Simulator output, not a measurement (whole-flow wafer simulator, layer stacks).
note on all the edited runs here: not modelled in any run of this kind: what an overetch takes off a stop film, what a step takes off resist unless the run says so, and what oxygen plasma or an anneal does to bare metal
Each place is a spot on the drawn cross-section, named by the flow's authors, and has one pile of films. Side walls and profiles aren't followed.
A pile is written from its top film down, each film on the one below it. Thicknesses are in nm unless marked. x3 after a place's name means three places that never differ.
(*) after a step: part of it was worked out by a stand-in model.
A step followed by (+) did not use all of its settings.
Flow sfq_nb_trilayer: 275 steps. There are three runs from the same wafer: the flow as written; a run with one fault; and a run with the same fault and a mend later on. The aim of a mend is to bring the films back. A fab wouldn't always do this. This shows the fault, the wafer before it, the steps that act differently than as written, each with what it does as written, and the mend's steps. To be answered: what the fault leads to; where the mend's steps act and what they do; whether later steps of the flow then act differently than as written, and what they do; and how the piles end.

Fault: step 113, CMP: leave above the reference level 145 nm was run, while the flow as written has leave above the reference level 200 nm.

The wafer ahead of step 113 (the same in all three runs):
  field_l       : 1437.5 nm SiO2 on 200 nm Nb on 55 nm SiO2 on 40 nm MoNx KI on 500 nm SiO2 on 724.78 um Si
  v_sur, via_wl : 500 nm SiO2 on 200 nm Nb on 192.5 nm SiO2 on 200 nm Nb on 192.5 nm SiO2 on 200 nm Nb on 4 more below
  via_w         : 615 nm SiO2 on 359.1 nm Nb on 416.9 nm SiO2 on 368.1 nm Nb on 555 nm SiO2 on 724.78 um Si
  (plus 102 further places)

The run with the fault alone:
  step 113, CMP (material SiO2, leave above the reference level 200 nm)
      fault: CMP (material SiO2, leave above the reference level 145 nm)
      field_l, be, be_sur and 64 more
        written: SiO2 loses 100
        fault: SiO2 loses 155
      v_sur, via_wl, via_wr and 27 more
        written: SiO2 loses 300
        fault: SiO2 loses 355
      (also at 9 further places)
  Later steps of the flow acting differently than as written (4 more steps, not shown, differ only slightly: by at most 2% or 0.5 nm, whichever is larger):
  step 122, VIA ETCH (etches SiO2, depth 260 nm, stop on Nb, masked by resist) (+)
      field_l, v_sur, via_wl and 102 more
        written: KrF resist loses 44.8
        fault: KrF resist loses 37.5
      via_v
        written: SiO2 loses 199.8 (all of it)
        fault: SiO2 loses 144.8 (all of it)
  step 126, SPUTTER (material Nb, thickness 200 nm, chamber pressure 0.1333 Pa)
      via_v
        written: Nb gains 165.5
        fault: Nb gains 177.6
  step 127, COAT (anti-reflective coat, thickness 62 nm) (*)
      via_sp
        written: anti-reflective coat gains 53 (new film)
        fault: anti-reflective coat gains 54.1 (new film)
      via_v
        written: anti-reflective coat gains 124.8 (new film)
        fault: anti-reflective coat gains 111.6 (new film)
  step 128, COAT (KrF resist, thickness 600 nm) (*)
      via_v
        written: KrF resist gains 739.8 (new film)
        fault: KrF resist gains 694.7 (new film)
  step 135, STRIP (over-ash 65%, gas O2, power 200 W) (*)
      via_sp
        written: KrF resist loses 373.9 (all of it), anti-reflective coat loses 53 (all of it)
        fault: KrF resist loses 377.6 (all of it), anti-reflective coat loses 54.1 (all of it)
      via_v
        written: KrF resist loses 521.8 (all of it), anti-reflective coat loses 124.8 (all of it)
        fault: KrF resist loses 476.9 (all of it), anti-reflective coat loses 111.6 (all of it)
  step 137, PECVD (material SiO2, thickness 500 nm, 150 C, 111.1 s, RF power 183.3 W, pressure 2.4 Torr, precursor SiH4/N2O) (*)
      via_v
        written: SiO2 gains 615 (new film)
        fault: SiO2 gains 523.4 (new film)
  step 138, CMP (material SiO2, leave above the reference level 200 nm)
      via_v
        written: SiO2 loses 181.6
        fault: SiO2 loses 157.1
  At v_sur, via_wl, via_w and 86 more, the piles at the end differ from the flow's by more than 2% or 0.5 nm, whichever is larger.
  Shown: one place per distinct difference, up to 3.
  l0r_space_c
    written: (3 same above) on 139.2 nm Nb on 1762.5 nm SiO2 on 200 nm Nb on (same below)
    fault: (3 same above) on 139.2 nm Nb on 1707.5 nm SiO2 on 200 nm Nb on (same below)
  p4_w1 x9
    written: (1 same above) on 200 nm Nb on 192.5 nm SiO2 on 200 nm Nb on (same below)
    fault: (1 same above) on 200 nm Nb on 137.5 nm SiO2 on 200 nm Nb on (same below)
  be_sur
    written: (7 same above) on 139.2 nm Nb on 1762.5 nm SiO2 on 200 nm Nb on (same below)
    fault: (7 same above) on 139.2 nm Nb on 1707.5 nm SiO2 on 200 nm Nb on (same below)

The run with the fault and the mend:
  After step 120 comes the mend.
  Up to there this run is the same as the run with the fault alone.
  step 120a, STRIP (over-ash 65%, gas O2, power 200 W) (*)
      field_l, v_sur, via_wl and 102 more
        KrF resist loses 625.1 (all of it), anti-reflective coat loses 62 (all of it)
      via_v
        anti-reflective coat loses 62 (all of it)
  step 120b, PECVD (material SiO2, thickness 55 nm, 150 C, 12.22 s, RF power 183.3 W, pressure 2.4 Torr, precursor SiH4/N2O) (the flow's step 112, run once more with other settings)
      field_l, v_sur, via_wl and 103 more
        SiO2 gains 55
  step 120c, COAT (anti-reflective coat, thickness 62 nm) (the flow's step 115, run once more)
      field_l, v_sur, via_wl and 103 more
        anti-reflective coat gains 62 (new film)
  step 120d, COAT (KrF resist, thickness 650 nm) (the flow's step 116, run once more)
      field_l, v_sur, via_wl and 103 more
        KrF resist gains 650 (new film)
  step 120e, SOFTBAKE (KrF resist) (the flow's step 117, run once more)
      alters no film at any place that is followed
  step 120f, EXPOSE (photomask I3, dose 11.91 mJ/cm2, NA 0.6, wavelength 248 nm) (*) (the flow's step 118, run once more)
      alters no film at any place that is followed
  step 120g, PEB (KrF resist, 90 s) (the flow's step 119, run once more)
      field_l, v_sur, via_wl and 103 more
        KrF resist loses 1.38
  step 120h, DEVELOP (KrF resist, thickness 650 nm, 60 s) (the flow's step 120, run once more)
      field_l, v_sur, via_wl and 102 more
        KrF resist loses 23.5
      via_v
        KrF resist loses 648.6 (all of it)
  None of the later steps of the flow acts differently than as written at any place that is followed.
  At every place that both follow, the piles at the end match the flow's.
